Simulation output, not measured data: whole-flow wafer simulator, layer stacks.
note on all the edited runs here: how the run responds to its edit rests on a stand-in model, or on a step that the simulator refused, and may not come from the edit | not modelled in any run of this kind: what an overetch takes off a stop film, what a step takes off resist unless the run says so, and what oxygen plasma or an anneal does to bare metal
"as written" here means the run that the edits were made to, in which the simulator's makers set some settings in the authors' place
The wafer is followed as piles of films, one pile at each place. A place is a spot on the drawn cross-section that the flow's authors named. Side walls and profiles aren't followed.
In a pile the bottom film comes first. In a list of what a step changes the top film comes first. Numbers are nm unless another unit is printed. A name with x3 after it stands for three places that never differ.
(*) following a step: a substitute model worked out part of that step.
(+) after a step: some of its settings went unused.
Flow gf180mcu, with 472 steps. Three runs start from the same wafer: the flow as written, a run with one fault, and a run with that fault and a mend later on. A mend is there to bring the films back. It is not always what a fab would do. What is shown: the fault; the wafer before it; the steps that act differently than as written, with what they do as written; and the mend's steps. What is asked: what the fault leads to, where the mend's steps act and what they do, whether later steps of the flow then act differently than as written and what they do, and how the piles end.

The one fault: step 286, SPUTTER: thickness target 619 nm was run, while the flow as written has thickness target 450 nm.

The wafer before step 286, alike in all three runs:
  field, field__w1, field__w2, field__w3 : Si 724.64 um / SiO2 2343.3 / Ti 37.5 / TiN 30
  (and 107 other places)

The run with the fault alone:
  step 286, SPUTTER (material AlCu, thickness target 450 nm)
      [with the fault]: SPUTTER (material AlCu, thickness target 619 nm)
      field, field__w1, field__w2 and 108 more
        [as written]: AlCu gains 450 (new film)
        [with the fault]: AlCu gains 619 (new film)
  Steps later in the flow that act otherwise than as written:
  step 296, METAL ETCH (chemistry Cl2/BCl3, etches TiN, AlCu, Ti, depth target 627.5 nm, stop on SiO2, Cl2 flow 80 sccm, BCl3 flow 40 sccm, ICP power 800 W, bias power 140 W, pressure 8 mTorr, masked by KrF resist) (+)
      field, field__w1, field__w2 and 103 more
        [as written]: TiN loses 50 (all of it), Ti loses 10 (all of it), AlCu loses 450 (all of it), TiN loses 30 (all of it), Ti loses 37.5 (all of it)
        [with the fault]: TiN loses 50 (all of it), Ti loses 10 (all of it), AlCu loses 567.5
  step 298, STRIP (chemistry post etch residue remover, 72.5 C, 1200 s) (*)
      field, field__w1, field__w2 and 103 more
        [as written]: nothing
        [with the fault]: AlCu loses 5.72
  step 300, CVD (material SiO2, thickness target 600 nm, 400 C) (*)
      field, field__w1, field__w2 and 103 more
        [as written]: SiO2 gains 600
        [with the fault]: SiO2 gains 600 (new film)
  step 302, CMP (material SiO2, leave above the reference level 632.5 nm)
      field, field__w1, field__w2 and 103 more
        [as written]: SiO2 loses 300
        [with the fault]: SiO2 loses 244.3
  The piles end different from the flow's at field, field__w1, field__w2 and 109 more by more than 2% or 0.5 nm, whichever is larger.
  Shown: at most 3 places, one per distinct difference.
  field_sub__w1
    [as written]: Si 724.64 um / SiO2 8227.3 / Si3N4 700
    [with the fault]: Si 724.64 um / SiO2 2343.2 / Ti 37.5 / TiN 30 / AlCu 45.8 / SiO2 5939.7 / Si3N4 700
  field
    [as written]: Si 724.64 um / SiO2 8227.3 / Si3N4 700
    [with the fault]: Si 724.64 um / SiO2 2343.3 / Ti 37.5 / TiN 30 / AlCu 45.8 / SiO2 5939.7 / Si3N4 700
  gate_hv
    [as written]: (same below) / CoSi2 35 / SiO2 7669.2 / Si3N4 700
    [with the fault]: (same below) / CoSi2 35 / SiO2 1785.1 / Ti 37.5 / TiN 30 / AlCu 45.8 / SiO2 5939.7 / Si3N4 700

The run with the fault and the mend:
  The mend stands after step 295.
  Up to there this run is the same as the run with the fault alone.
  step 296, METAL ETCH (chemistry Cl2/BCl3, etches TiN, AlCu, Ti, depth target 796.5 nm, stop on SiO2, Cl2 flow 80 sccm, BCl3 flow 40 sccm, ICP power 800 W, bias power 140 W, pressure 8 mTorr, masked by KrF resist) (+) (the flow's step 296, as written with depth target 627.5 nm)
      field, field__w1, field__w2 and 103 more
        TiN loses 50 (all of it), Ti loses 10 (all of it), AlCu loses 619 (all of it), TiN loses 30 (all of it), Ti loses 37.5 (all of it)
      field__w8, contact, m1, m1__w1, m1_nw
        KrF resist loses 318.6
  Steps later in the flow that act otherwise than as written:
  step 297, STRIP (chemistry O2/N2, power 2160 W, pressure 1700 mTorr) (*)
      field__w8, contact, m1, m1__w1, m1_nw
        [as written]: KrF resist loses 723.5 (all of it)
        [with the mend]: KrF resist loses 655.9 (all of it)
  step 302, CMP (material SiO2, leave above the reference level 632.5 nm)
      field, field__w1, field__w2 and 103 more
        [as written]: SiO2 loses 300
        [with the mend]: SiO2 loses 131
  The piles end different from the flow's at field, field__w1, field__w2 and 109 more by more than 2% or 0.5 nm, whichever is larger.
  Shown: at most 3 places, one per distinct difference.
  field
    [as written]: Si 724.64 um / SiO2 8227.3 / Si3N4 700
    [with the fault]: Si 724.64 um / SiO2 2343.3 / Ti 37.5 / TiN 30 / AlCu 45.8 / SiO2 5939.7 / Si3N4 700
    [with the mend]: Si 724.64 um / SiO2 8396.3 / Si3N4 700
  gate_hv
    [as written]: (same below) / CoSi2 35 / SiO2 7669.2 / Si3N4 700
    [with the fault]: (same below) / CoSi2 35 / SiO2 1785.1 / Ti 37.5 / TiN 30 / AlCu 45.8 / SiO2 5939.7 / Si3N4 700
    [with the mend]: (same below) / CoSi2 35 / SiO2 7838.2 / Si3N4 700
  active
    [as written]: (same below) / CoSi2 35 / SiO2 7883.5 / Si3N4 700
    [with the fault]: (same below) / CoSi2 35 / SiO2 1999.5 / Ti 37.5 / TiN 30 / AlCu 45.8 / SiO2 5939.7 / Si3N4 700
    [with the mend]: (same below) / CoSi2 35 / SiO2 8052.5 / Si3N4 700
